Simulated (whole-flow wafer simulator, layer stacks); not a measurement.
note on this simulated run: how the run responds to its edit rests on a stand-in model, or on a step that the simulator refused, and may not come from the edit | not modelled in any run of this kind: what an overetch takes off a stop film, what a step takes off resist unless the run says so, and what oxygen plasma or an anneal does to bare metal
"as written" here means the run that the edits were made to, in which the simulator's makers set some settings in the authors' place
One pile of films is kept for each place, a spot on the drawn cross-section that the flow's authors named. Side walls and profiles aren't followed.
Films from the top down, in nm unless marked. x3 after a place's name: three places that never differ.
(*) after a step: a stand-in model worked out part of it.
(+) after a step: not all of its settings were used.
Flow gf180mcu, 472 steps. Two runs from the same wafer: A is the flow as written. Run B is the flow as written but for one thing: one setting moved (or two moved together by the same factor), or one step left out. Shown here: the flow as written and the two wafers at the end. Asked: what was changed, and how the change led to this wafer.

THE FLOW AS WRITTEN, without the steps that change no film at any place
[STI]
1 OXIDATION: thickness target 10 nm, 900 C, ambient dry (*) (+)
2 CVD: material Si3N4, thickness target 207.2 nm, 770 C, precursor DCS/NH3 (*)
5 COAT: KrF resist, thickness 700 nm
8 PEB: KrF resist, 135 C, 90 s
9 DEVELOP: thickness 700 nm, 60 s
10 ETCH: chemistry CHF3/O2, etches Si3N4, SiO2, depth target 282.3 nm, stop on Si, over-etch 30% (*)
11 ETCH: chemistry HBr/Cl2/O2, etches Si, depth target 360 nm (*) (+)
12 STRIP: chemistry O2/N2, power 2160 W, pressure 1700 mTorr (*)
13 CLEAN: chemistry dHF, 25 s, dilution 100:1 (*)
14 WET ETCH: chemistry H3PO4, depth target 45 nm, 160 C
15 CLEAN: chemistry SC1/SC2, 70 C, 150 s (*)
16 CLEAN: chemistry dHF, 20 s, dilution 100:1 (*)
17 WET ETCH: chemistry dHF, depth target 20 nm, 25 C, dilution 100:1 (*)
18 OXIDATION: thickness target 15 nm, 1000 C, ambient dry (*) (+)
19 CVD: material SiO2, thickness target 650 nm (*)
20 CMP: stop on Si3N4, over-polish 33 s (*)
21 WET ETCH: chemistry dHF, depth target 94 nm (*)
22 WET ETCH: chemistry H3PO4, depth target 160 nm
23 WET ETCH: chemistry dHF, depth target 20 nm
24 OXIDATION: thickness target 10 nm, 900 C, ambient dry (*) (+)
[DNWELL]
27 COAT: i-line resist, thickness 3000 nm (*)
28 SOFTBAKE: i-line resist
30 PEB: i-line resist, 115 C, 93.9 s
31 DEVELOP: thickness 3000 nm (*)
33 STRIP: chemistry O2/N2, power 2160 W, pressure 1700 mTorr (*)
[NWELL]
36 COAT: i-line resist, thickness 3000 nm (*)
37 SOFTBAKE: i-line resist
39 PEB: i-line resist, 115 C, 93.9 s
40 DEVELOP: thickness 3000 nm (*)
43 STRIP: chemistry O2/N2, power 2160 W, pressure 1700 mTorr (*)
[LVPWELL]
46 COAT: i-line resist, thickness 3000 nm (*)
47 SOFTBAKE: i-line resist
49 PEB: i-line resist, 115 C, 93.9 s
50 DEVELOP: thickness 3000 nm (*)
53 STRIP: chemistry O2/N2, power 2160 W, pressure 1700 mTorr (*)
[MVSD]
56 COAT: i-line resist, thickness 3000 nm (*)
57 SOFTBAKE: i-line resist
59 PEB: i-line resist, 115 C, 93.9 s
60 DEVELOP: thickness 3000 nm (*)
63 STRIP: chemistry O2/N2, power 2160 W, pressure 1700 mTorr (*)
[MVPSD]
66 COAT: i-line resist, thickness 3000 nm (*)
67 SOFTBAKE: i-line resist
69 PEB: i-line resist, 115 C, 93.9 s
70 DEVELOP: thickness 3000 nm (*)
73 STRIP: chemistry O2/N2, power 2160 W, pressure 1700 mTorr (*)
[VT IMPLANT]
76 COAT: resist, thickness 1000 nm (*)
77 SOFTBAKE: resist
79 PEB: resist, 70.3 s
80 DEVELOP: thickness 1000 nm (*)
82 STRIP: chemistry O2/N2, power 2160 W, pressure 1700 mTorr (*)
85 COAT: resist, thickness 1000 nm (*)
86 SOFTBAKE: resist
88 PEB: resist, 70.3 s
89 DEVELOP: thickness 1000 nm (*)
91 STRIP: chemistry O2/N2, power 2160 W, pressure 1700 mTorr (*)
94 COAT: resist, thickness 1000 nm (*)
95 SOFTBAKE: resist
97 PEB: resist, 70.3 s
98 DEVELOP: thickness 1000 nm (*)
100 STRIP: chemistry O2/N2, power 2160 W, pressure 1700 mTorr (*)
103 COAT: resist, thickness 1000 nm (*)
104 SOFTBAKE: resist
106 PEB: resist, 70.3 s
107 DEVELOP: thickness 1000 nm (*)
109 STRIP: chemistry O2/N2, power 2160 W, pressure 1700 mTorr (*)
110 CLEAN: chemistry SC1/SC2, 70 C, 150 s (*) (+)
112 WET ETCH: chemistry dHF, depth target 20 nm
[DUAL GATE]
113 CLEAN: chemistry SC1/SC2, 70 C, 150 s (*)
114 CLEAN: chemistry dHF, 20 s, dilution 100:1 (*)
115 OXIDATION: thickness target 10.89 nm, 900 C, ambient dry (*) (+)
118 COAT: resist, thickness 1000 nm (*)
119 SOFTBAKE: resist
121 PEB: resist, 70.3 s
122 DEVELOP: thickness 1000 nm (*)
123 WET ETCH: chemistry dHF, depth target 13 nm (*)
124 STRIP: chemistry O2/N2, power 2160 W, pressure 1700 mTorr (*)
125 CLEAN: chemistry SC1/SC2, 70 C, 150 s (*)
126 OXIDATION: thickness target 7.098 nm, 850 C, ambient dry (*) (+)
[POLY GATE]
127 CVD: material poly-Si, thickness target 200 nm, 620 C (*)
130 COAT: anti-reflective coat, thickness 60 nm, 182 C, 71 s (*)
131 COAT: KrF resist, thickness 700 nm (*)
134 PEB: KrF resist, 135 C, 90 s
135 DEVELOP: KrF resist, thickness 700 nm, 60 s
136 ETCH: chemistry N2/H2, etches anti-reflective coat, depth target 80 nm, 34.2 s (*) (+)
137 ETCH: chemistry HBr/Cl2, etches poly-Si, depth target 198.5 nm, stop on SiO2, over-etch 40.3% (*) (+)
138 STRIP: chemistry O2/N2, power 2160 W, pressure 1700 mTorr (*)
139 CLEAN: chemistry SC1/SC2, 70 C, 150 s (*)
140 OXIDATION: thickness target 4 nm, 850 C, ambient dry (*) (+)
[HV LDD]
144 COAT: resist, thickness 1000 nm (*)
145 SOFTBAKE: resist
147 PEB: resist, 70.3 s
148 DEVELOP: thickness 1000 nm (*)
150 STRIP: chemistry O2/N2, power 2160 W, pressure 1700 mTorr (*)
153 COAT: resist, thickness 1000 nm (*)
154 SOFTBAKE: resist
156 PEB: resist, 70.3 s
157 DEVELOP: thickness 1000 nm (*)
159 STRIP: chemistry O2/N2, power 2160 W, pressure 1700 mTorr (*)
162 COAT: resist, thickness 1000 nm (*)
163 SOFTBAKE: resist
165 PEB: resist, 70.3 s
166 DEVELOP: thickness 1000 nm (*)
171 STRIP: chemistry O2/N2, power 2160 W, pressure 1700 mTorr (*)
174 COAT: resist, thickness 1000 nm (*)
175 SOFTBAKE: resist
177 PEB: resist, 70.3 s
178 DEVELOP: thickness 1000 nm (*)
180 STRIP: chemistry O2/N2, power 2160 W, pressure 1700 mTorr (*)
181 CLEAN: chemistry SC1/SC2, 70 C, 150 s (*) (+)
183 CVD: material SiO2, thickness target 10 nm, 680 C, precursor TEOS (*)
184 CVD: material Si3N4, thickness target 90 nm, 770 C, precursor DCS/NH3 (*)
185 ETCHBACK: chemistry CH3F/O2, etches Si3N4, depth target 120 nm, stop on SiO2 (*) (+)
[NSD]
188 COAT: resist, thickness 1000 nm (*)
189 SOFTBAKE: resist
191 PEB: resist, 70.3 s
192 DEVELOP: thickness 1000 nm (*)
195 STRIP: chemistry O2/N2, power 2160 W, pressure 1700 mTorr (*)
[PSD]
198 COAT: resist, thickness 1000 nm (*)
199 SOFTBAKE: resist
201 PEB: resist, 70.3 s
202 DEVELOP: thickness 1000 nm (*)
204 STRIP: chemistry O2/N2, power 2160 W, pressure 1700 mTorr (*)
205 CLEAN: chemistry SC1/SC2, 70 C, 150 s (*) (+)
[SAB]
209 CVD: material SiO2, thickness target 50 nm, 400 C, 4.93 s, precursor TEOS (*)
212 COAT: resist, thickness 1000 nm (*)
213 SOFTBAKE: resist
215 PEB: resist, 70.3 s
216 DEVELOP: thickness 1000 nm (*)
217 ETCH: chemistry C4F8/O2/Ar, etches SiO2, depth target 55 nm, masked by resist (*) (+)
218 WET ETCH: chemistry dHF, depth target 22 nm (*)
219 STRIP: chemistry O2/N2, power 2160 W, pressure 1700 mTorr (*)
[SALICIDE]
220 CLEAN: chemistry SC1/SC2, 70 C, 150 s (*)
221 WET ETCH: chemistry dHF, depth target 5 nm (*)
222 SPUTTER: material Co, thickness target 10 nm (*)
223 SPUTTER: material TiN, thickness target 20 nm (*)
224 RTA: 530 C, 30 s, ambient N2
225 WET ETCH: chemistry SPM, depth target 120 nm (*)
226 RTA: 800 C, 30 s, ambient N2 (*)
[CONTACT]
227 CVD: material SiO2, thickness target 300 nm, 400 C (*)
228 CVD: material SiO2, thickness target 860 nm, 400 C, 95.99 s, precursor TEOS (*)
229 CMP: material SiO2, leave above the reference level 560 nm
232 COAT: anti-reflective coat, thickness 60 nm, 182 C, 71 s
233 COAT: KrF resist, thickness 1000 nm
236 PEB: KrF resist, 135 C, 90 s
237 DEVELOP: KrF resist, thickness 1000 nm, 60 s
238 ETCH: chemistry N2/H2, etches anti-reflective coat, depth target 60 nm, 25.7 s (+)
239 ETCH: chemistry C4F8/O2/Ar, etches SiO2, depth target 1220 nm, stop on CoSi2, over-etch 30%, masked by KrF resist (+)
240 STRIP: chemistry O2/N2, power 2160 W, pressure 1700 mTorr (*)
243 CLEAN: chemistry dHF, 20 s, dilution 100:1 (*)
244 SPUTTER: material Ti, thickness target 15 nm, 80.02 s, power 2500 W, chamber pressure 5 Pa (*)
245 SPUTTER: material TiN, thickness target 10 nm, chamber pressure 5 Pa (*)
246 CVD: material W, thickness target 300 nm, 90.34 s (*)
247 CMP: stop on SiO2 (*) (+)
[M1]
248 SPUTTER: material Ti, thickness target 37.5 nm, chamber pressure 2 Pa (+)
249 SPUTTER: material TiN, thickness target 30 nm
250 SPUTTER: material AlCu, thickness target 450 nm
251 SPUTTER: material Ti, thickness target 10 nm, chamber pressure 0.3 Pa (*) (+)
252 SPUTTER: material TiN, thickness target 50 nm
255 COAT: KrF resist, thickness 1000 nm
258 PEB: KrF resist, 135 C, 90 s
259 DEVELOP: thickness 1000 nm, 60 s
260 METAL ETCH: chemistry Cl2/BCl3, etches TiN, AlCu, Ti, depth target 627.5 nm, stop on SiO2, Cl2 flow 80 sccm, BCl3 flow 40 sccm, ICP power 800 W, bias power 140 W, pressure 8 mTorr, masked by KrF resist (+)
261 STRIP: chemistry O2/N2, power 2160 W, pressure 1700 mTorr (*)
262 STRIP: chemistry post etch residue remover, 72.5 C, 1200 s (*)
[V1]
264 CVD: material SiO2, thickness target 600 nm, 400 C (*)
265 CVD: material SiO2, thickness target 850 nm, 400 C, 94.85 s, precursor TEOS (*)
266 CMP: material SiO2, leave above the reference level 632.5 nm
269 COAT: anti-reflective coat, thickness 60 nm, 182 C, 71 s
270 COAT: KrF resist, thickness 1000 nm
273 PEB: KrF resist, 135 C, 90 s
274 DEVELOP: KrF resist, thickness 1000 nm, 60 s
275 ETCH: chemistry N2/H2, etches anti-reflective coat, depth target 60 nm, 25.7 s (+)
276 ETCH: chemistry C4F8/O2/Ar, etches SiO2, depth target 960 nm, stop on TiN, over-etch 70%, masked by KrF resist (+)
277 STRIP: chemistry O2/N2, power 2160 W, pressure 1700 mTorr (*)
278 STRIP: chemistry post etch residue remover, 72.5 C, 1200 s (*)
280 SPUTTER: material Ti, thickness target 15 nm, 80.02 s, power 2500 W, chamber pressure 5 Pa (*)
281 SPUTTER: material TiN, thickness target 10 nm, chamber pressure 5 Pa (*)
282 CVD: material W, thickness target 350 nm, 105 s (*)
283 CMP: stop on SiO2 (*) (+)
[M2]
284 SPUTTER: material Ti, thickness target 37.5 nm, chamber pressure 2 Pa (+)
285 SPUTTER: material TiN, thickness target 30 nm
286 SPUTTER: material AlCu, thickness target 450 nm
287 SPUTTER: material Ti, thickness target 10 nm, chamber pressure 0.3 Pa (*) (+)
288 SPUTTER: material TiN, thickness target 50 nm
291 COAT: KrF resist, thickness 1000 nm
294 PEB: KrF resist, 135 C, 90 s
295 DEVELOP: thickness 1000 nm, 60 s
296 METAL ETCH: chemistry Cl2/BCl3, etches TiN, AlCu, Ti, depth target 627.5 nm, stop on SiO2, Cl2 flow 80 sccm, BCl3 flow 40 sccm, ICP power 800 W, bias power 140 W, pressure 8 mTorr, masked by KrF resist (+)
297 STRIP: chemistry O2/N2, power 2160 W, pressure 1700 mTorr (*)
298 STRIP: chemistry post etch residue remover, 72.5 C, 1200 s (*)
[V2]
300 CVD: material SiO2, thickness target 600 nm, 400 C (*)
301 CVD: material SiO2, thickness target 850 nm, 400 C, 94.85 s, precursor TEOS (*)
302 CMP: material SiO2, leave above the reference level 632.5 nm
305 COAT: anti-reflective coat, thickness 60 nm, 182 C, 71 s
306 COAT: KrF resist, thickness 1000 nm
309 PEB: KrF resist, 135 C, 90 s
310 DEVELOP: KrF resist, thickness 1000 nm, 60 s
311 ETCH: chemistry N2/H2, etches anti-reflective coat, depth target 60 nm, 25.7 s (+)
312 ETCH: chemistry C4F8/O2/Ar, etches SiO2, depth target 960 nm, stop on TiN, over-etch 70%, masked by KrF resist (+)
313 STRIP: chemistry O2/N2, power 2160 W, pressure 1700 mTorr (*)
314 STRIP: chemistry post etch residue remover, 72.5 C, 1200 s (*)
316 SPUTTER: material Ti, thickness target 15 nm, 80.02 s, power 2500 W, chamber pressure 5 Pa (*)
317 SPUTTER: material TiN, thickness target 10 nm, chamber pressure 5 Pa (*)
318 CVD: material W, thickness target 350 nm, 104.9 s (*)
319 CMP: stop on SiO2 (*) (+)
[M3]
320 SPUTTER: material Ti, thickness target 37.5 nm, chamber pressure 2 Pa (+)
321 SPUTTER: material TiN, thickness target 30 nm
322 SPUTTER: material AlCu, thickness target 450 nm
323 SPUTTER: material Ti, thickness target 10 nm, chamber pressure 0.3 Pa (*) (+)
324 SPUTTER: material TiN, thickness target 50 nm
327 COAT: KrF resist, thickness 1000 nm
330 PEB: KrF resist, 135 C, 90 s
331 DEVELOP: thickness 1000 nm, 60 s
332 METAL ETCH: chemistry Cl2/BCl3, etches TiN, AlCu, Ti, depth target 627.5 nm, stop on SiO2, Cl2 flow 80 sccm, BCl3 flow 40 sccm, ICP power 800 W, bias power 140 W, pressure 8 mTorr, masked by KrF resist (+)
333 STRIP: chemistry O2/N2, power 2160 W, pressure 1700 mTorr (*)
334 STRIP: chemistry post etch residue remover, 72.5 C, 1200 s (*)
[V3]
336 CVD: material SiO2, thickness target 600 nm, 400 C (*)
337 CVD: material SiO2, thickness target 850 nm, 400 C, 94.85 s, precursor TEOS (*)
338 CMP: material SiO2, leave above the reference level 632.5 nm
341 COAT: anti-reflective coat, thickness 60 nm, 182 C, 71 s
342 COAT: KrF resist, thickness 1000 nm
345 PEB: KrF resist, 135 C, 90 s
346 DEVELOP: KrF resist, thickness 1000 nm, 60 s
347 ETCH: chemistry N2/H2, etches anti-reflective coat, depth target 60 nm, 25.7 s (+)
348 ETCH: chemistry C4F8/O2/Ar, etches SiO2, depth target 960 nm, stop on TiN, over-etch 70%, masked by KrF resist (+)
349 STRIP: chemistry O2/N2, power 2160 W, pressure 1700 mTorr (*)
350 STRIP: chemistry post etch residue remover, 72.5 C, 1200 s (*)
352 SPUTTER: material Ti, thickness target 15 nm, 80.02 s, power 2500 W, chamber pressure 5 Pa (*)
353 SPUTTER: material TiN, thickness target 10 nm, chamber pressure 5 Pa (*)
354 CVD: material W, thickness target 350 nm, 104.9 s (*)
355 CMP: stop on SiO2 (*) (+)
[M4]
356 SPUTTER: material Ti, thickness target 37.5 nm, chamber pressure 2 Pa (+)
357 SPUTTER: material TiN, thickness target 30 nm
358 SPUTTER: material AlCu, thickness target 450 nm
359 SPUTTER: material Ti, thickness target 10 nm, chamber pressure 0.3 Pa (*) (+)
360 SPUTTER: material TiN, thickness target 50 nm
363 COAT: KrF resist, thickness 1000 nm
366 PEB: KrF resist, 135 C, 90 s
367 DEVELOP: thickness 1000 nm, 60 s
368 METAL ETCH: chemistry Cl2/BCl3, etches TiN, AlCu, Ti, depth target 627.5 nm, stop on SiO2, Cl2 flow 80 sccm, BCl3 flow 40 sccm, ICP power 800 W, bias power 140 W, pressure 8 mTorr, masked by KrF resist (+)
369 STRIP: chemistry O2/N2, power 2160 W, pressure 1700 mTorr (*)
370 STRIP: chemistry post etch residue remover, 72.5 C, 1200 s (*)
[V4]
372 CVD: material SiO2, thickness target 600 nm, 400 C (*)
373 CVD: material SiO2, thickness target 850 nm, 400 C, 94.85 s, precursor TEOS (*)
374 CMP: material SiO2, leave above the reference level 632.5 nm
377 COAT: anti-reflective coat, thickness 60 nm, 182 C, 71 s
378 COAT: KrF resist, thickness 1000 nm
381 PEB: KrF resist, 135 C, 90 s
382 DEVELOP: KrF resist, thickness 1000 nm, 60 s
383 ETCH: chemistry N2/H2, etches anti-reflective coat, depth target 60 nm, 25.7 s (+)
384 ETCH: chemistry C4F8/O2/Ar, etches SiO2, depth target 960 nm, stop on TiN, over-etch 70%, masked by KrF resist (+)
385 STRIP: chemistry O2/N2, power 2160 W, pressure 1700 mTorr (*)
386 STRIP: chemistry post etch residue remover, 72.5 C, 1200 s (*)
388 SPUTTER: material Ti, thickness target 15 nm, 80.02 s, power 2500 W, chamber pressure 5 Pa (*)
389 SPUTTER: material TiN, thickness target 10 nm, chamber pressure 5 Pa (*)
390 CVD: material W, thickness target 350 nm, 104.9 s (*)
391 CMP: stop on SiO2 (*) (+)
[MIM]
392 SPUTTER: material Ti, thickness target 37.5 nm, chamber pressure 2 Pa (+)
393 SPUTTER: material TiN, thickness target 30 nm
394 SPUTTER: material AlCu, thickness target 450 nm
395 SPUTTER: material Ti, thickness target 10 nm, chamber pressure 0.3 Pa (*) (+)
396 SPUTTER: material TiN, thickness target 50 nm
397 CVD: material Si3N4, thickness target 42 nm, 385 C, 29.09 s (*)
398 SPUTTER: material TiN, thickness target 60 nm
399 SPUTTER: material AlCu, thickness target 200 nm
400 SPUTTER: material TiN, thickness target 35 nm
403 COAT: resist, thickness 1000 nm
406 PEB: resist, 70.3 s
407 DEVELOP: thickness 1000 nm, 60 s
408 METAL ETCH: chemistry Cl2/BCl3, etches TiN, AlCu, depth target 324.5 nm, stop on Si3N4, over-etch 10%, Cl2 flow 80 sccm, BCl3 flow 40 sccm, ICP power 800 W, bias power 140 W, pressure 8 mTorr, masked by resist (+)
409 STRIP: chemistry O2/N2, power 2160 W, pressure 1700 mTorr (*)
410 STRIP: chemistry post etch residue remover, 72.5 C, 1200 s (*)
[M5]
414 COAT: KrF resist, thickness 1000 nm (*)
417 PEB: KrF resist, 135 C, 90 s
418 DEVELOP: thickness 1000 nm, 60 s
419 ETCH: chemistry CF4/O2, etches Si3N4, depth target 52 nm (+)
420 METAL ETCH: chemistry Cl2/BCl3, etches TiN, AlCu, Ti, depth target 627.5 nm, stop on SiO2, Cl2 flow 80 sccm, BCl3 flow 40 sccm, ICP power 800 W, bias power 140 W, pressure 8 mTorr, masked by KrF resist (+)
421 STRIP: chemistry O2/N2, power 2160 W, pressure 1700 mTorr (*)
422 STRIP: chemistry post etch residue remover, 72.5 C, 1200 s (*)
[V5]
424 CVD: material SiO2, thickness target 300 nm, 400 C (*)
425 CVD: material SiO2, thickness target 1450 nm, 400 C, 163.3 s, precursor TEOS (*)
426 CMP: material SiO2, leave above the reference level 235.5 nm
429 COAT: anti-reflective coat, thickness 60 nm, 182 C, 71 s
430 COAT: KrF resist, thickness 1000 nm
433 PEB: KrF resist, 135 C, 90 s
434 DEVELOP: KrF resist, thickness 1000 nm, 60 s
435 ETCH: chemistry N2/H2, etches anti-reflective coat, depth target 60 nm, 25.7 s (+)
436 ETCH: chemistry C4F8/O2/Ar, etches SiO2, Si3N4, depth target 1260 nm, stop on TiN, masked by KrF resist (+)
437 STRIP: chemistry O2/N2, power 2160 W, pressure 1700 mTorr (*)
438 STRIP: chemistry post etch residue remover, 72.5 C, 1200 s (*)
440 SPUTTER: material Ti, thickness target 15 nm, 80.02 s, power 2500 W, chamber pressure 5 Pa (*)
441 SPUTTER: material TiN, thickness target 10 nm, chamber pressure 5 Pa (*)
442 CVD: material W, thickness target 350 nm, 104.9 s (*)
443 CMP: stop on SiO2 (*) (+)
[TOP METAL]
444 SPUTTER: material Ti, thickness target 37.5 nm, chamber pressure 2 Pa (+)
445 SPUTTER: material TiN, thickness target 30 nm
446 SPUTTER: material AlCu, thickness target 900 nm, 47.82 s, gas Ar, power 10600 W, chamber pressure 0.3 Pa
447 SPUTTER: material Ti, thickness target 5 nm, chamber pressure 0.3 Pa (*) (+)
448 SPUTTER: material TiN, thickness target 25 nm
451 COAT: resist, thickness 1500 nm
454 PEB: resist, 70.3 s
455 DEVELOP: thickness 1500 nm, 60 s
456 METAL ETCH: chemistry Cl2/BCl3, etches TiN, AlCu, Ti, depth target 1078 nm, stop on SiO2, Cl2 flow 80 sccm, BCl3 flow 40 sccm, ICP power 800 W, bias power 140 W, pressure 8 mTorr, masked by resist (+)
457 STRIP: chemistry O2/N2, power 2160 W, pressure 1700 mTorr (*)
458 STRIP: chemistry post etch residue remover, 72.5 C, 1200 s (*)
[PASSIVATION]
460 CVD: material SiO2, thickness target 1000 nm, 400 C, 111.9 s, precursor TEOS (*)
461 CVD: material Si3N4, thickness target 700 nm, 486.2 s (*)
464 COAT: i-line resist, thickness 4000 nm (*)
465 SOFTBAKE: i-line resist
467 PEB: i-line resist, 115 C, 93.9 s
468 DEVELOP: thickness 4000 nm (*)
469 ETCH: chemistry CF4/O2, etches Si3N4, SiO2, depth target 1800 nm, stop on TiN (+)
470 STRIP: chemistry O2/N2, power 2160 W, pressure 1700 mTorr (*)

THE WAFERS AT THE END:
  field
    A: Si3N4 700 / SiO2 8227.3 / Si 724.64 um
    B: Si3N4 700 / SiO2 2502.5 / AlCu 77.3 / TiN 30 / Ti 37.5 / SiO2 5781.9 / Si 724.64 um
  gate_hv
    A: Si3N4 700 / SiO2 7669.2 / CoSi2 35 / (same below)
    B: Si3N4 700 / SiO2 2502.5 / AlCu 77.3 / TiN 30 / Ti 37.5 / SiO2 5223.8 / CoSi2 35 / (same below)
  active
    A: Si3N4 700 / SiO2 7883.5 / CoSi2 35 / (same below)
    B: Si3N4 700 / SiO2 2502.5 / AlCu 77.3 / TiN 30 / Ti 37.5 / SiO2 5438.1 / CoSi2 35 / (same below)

The cause: step 394, SPUTTER: thickness target 652 nm was run, where the flow has thickness target 450 nm.

How the change led to this, step by step:
  394 SPUTTER: material AlCu, thickness target 450 nm
      field, field__w1, field__w2 and 108 more: A AlCu +450 (new film) | B AlCu +652 (new film)
  420 METAL ETCH: chemistry Cl2/BCl3, etches TiN, AlCu, Ti, depth target 627.5 nm, stop on SiO2, Cl2 flow 80 sccm, BCl3 flow 40 sccm, ICP power 800 W, bias power 140 W, pressure 8 mTorr, masked by KrF resist (+)
      field, field__w1, field__w2 and 101 more: A TiN -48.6 (all of it), Ti -10 (all of it), AlCu -450 (all of it), TiN -30 (all of it), Ti -37.5 (all of it) | B TiN -48.6 (all of it), Ti -10 (all of it), AlCu -568.9
  422 STRIP: chemistry post etch residue remover, 72.5 C, 1200 s (*)
      field, field__w1, field__w2 and 101 more: A nothing | B AlCu -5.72
  424 CVD: material SiO2, thickness target 300 nm, 400 C (*)
      field, field__w1, field__w2 and 101 more: A SiO2 +300 | B SiO2 +300 (new film)
  426 CMP: material SiO2, leave above the reference level 235.5 nm
      field, field__w1, field__w5 and 92 more: A SiO2 -300.8 | B SiO2 -243.7
      field__w2, field__w3, field__w12 and 6 more: A SiO2 -272.7 | B SiO2 -212.9
Counting metal films that touch as one body, field has 1 body; the flow as written gives 0 bodies.
Counting metal films that touch as one body, gate_hv has 2 bodies (between them, from the top down: SiO2 5223.8); the flow as written gives 1 body.
Counting metal films that touch as one body, active has 2 bodies (between them, from the top down: SiO2 5438.1); the flow as written gives 1 body.
